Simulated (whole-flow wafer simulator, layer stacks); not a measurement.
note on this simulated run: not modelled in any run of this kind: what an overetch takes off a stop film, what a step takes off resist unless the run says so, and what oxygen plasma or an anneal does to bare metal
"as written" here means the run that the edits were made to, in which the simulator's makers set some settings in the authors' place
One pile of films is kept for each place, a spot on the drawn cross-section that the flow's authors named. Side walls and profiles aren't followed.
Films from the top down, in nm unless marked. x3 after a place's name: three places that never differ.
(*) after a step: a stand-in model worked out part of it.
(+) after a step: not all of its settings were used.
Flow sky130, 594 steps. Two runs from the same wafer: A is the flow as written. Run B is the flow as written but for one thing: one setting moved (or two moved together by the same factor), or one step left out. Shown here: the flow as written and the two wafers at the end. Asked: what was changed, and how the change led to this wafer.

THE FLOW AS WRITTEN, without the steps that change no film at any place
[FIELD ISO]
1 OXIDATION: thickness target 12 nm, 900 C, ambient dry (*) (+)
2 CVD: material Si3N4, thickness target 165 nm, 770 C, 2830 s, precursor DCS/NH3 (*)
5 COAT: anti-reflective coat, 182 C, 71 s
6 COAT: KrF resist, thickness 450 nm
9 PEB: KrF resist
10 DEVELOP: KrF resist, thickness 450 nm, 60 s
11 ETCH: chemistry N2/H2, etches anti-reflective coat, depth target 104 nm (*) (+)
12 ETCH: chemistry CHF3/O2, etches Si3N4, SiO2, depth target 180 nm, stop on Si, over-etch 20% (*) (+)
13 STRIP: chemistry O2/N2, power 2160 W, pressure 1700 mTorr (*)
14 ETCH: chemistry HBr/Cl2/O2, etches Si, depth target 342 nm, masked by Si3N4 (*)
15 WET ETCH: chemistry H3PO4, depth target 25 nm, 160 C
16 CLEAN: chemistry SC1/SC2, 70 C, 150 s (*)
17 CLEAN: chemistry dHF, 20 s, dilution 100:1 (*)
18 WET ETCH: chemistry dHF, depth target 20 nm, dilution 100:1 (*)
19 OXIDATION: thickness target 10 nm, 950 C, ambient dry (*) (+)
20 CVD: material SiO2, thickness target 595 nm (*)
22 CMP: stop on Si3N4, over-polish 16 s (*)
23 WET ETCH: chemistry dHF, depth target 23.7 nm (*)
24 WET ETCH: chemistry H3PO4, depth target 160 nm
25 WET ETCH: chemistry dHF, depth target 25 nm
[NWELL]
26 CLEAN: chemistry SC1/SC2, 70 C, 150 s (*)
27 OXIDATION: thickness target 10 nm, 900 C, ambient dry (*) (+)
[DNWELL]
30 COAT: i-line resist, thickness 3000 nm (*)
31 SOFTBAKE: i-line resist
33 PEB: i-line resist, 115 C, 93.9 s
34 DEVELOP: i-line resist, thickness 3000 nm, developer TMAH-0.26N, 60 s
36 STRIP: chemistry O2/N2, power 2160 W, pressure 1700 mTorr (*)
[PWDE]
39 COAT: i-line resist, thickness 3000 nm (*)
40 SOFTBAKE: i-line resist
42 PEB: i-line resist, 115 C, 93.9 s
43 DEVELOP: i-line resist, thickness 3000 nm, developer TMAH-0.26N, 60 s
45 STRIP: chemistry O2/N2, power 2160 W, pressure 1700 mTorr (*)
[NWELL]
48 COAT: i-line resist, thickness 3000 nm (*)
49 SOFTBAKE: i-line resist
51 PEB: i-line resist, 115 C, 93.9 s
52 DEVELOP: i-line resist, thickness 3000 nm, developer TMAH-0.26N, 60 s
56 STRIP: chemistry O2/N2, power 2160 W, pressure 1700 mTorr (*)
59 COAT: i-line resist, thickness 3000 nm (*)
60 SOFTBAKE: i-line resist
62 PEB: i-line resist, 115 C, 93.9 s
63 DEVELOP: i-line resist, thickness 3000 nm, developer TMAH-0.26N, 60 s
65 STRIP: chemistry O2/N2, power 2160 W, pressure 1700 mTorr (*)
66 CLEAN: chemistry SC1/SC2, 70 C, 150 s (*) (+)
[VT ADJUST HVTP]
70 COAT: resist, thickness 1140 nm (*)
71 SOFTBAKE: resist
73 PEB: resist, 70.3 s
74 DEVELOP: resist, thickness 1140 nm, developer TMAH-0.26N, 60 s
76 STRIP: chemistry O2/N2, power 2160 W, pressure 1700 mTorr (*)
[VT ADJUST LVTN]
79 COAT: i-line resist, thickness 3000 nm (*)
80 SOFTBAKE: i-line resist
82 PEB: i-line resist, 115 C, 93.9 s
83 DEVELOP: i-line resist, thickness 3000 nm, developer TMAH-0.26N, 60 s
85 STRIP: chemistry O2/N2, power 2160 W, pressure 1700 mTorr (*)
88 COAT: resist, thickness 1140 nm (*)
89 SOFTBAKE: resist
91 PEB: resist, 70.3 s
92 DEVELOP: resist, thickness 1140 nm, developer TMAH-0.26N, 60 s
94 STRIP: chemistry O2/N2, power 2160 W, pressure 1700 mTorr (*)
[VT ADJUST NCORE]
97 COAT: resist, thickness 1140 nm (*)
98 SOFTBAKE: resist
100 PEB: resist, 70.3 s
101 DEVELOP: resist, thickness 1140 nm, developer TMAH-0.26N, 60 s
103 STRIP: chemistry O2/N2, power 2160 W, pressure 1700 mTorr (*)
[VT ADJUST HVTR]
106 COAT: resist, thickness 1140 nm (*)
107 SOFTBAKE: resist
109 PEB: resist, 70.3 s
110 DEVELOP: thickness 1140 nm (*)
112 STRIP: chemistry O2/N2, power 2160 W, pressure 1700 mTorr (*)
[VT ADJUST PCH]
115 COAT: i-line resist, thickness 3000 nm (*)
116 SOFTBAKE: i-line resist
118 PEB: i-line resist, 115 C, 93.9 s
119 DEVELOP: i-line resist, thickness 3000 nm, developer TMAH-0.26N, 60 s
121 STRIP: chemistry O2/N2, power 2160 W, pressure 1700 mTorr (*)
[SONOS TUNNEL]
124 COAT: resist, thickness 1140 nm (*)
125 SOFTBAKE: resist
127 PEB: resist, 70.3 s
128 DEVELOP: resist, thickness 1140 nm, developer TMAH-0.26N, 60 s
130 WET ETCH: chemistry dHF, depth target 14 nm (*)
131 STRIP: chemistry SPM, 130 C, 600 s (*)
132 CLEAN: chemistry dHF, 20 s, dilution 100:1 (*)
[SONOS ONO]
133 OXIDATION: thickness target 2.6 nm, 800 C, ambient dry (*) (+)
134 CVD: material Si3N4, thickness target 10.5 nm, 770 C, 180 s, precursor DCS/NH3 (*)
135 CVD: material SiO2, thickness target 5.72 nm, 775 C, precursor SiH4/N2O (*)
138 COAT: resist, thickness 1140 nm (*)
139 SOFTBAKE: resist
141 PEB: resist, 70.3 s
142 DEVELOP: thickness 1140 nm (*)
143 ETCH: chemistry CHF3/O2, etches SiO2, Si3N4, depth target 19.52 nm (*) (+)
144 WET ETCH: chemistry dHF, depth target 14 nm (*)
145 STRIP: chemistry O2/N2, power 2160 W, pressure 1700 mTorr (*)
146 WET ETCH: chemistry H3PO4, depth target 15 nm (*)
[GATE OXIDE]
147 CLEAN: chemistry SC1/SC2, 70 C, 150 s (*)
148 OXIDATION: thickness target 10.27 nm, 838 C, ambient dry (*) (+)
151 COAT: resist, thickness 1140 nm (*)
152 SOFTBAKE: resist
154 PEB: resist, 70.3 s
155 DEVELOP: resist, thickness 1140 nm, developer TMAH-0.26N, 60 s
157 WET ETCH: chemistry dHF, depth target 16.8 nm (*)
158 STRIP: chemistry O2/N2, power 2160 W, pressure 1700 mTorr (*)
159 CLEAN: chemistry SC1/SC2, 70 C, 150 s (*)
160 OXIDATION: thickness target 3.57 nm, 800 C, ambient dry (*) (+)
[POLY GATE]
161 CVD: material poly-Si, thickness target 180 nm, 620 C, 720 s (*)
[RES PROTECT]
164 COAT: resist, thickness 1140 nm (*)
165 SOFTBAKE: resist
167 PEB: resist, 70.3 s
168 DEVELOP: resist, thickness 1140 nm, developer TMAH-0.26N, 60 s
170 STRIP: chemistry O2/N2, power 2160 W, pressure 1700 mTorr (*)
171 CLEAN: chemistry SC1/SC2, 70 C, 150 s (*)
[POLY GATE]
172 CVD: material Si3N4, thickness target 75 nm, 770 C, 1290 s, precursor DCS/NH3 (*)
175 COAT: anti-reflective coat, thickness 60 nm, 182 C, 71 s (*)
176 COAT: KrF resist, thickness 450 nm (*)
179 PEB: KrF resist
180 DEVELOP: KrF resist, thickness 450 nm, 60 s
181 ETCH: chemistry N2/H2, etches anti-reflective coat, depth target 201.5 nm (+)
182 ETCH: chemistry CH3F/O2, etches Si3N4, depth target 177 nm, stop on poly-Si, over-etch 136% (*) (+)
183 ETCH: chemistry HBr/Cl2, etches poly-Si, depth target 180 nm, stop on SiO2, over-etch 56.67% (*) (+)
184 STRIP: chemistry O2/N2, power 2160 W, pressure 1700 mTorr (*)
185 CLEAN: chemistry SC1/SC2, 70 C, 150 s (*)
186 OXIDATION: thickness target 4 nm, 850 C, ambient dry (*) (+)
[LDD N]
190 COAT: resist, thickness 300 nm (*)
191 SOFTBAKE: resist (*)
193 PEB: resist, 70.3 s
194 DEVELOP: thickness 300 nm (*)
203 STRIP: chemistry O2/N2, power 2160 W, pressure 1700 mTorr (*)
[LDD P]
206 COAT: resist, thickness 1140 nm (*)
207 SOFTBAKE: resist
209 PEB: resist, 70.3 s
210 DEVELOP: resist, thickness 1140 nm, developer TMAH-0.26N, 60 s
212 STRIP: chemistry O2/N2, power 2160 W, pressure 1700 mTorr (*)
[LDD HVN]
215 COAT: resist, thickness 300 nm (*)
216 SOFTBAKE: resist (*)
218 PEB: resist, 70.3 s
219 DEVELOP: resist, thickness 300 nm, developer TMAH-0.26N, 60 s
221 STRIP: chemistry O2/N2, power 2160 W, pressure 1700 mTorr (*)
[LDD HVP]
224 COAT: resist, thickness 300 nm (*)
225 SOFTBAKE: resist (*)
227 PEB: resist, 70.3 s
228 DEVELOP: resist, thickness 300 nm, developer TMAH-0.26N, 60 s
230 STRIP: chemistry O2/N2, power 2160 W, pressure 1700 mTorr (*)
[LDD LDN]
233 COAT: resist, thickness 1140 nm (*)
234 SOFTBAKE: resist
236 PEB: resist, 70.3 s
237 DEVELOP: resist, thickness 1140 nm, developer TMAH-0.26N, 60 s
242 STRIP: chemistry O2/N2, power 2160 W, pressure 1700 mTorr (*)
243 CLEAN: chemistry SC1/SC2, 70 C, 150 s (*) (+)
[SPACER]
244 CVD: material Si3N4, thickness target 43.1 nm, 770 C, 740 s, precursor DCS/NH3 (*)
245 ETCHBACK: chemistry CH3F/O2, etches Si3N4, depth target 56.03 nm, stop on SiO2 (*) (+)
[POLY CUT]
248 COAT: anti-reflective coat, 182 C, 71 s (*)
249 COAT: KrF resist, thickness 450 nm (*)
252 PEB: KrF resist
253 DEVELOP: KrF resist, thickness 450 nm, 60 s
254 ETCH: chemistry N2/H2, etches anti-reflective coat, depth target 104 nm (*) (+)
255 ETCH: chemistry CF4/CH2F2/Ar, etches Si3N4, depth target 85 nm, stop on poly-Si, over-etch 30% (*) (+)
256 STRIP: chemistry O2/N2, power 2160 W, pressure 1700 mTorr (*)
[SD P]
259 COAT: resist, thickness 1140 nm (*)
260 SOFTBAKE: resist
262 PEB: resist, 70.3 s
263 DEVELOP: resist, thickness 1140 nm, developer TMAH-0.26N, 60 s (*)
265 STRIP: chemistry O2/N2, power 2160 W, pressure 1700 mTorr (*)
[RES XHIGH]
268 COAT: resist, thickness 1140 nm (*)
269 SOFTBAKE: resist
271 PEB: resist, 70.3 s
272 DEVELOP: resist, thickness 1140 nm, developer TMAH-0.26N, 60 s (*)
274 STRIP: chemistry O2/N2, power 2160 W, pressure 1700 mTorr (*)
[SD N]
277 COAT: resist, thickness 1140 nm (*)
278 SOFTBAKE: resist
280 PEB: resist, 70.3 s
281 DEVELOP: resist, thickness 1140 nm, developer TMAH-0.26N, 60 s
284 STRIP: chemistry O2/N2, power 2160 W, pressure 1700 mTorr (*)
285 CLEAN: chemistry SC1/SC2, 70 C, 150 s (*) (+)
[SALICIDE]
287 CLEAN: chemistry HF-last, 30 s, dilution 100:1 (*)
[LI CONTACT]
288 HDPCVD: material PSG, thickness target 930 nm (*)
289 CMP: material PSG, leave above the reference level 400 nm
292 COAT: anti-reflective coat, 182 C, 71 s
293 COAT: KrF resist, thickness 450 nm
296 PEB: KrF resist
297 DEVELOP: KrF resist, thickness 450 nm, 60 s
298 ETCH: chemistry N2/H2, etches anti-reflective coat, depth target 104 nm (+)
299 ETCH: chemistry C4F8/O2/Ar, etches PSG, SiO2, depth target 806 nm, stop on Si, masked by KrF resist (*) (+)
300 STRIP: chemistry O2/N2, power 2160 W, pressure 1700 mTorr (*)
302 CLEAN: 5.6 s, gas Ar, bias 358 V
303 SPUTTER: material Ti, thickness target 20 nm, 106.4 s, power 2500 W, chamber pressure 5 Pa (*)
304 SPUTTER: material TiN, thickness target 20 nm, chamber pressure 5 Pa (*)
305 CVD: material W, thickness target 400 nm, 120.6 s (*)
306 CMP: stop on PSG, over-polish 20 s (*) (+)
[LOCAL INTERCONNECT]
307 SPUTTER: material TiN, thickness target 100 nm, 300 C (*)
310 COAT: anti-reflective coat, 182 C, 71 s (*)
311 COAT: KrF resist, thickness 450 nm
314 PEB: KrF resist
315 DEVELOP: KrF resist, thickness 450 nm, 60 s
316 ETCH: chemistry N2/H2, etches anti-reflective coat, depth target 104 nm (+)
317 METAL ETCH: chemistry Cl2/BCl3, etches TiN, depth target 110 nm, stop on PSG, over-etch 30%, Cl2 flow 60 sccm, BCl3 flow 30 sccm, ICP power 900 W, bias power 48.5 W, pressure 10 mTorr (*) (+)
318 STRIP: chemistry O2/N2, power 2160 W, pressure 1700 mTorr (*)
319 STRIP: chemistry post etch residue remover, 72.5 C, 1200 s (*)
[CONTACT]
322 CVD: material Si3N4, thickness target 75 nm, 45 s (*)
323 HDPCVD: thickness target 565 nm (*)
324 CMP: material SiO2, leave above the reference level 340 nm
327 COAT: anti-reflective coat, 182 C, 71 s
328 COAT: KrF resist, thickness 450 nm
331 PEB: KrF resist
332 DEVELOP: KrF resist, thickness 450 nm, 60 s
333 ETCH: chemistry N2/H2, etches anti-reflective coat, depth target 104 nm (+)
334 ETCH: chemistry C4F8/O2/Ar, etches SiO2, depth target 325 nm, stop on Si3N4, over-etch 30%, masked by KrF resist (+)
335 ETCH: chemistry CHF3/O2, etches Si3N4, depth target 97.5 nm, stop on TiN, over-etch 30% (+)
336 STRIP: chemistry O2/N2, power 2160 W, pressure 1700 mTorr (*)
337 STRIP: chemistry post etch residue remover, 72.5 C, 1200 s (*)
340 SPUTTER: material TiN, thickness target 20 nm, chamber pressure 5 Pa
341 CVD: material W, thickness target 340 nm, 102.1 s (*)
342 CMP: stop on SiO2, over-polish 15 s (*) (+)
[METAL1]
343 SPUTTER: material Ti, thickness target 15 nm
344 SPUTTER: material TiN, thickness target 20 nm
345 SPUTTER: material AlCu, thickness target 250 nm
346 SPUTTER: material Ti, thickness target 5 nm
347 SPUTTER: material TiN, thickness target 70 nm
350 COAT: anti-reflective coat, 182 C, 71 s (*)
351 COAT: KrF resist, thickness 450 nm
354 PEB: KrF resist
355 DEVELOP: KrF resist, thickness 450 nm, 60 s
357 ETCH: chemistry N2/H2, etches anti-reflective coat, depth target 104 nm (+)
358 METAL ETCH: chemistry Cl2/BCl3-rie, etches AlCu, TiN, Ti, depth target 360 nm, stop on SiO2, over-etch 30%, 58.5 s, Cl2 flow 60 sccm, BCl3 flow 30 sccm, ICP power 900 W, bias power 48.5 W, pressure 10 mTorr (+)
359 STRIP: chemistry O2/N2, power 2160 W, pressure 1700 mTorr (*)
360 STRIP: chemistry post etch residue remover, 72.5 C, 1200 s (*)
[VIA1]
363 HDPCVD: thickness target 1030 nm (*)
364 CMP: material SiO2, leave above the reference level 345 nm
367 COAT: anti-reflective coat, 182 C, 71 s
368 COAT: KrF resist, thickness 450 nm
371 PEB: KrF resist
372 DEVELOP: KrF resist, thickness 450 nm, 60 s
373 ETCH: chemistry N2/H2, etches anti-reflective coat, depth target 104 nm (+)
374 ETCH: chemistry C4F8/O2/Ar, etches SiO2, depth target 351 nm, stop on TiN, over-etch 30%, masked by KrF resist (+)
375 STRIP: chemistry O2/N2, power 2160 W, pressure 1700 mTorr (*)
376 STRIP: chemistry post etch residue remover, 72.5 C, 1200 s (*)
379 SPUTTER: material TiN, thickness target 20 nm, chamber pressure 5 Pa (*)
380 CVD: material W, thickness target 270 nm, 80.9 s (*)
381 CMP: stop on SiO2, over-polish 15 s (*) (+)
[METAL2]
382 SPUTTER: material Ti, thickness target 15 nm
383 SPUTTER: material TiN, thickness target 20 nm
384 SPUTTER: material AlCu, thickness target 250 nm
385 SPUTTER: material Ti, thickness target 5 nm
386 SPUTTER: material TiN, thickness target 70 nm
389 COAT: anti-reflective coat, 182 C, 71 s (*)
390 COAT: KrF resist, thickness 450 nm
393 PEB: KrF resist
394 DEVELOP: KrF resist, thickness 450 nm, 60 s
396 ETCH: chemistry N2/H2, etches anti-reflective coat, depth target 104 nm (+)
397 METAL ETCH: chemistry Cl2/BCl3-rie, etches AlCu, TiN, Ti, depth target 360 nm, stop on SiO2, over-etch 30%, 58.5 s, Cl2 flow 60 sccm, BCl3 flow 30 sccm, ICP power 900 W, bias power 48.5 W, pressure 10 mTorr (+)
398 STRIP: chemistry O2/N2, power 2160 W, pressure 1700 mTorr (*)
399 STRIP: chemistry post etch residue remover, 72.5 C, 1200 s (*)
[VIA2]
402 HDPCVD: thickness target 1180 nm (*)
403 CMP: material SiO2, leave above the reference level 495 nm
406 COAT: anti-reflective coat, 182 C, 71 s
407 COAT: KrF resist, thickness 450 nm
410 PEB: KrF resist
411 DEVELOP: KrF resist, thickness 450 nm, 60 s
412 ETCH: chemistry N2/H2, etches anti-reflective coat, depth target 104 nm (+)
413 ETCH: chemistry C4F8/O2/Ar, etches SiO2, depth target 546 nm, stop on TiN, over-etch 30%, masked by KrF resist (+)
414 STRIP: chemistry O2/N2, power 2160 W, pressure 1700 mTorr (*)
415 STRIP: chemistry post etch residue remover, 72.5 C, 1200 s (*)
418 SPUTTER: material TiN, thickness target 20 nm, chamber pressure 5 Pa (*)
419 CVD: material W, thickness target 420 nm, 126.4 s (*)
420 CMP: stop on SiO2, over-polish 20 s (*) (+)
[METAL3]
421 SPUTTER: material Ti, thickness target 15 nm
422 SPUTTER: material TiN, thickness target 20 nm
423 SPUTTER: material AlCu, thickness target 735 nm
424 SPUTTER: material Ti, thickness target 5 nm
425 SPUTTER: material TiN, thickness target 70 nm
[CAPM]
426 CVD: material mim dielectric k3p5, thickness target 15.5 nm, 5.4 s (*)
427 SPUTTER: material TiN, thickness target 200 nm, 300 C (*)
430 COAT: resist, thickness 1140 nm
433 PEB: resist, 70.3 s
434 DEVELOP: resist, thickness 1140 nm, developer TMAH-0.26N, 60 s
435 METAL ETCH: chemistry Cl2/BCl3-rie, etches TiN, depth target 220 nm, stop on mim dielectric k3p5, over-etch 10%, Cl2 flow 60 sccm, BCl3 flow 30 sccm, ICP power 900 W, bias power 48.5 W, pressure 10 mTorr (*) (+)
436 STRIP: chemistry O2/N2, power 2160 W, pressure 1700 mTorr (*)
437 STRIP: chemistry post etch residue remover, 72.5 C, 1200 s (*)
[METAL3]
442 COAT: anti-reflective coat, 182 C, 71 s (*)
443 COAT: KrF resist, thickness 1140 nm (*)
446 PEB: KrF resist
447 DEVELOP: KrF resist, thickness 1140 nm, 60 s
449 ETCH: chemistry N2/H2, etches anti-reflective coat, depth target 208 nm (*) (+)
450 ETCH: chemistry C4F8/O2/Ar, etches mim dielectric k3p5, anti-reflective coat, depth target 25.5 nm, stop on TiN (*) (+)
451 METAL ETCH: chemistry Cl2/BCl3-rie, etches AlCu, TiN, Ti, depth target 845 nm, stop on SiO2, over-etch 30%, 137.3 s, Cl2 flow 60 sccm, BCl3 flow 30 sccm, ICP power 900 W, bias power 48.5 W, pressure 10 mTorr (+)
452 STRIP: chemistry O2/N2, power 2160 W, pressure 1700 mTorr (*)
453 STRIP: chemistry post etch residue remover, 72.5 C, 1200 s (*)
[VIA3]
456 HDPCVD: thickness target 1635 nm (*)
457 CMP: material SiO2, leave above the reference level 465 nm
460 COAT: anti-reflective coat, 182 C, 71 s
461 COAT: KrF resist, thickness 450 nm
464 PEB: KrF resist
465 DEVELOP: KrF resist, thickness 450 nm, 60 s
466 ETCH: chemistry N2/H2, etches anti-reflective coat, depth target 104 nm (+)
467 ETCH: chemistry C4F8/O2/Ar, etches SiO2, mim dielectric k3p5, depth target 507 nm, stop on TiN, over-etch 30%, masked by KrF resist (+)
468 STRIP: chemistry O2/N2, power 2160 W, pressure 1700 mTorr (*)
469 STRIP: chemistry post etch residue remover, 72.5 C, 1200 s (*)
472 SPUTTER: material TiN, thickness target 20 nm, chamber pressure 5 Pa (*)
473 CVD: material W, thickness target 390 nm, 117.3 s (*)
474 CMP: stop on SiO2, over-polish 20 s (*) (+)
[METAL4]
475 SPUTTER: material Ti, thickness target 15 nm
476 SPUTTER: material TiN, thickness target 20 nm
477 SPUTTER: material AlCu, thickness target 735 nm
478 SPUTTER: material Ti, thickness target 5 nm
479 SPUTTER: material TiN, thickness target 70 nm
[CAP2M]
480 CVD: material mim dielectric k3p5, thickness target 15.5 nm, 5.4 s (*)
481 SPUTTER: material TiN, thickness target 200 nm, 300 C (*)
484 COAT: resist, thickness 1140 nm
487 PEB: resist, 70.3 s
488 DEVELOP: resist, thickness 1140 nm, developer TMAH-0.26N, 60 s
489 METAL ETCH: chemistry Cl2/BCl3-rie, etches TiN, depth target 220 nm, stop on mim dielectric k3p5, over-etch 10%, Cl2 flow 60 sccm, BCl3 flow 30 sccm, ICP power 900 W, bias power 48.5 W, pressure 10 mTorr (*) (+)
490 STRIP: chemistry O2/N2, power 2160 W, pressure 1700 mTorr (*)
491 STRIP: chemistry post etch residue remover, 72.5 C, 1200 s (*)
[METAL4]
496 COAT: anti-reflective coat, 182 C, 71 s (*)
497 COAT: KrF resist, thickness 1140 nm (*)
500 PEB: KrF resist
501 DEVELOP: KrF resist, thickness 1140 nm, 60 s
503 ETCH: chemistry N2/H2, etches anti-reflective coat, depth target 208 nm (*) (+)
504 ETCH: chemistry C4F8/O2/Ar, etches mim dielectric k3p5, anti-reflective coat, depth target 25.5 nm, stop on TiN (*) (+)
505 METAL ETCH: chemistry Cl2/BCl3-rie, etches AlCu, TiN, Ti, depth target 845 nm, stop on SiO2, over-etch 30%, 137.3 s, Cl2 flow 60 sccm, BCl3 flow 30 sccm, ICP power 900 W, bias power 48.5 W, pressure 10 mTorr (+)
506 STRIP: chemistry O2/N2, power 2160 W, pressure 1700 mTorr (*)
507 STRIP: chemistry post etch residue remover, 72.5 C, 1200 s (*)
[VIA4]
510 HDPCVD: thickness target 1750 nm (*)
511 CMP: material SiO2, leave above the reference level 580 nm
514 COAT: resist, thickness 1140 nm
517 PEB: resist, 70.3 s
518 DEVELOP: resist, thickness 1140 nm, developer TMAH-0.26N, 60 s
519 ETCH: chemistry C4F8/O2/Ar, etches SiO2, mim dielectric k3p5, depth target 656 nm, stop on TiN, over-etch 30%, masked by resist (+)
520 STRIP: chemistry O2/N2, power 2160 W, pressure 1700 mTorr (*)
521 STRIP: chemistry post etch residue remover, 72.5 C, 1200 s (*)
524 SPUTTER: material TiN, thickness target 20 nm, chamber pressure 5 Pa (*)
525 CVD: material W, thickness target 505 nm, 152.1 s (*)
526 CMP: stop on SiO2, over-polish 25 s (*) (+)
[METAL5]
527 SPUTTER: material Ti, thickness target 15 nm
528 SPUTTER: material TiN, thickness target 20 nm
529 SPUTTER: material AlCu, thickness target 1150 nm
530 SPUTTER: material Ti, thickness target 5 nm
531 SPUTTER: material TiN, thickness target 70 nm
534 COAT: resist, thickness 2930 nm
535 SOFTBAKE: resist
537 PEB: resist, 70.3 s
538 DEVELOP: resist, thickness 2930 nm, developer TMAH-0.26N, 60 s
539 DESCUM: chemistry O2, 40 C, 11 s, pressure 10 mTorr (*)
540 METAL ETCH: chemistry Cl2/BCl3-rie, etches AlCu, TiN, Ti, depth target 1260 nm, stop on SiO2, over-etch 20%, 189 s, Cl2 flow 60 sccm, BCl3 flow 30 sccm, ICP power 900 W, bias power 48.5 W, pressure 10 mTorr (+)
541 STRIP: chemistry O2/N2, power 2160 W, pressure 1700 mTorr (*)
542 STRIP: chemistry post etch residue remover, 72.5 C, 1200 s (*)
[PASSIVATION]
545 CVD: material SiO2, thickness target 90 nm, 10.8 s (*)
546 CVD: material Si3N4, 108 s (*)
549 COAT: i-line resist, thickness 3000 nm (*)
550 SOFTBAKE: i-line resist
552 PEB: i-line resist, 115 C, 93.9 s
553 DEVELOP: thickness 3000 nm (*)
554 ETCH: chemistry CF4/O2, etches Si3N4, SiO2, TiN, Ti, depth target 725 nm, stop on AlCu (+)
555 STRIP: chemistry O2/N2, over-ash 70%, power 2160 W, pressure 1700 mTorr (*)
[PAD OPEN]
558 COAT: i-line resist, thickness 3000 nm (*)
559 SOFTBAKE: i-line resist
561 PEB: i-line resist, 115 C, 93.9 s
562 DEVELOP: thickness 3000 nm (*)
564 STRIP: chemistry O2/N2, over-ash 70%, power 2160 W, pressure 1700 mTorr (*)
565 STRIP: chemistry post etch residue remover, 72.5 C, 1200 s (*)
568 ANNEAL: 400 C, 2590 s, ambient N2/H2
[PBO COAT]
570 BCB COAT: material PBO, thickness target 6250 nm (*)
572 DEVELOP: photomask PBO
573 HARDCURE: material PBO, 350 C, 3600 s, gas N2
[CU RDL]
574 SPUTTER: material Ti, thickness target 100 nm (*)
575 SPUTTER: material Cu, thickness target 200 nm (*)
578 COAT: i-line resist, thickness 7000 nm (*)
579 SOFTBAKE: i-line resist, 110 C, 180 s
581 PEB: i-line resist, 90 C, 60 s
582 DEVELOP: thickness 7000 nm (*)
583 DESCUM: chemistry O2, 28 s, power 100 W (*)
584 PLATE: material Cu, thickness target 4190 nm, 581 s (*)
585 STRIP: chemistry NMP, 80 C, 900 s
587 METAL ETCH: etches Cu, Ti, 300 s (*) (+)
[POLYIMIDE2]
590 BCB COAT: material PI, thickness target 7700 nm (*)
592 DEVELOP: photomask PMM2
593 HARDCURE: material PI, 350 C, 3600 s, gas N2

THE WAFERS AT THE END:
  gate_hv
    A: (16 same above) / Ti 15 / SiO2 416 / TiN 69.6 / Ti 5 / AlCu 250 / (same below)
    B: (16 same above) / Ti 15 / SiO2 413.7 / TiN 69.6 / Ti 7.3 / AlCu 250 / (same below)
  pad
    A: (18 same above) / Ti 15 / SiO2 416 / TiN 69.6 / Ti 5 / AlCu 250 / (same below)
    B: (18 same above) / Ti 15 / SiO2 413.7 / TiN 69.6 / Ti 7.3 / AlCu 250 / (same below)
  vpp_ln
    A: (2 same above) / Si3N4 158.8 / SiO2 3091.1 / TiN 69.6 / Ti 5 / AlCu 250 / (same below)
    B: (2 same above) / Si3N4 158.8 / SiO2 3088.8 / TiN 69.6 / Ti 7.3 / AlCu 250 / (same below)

The cause: step 385, SPUTTER: thickness target 7.3 nm was run, where the flow has thickness target 5 nm.
It can be read off the wafer: gate_hv has Ti 7.3, and step 385 as written asks for 5 nm.

How the change led to this, step by step:
  385 SPUTTER: material Ti, thickness target 5 nm
      field, active, n_well and 188 more: A Ti +5 (new film) | B Ti +7.3 (new film)
  397 METAL ETCH: chemistry Cl2/BCl3-rie, etches AlCu, TiN, Ti, depth target 360 nm, stop on SiO2, over-etch 30%, 58.5 s, Cl2 flow 60 sccm, BCl3 flow 30 sccm, ICP power 900 W, bias power 48.5 W, pressure 10 mTorr (+)
      field, active, gate and 82 more: A TiN -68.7 (all of it), Ti -5 (all of it), AlCu -250 (all of it), TiN -20 (all of it), Ti -15 (all of it), SiO2 -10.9 | B TiN -68.7 (all of it), Ti -7.3 (all of it), AlCu -250 (all of it), TiN -20 (all of it), Ti -15 (all of it), SiO2 -10.7
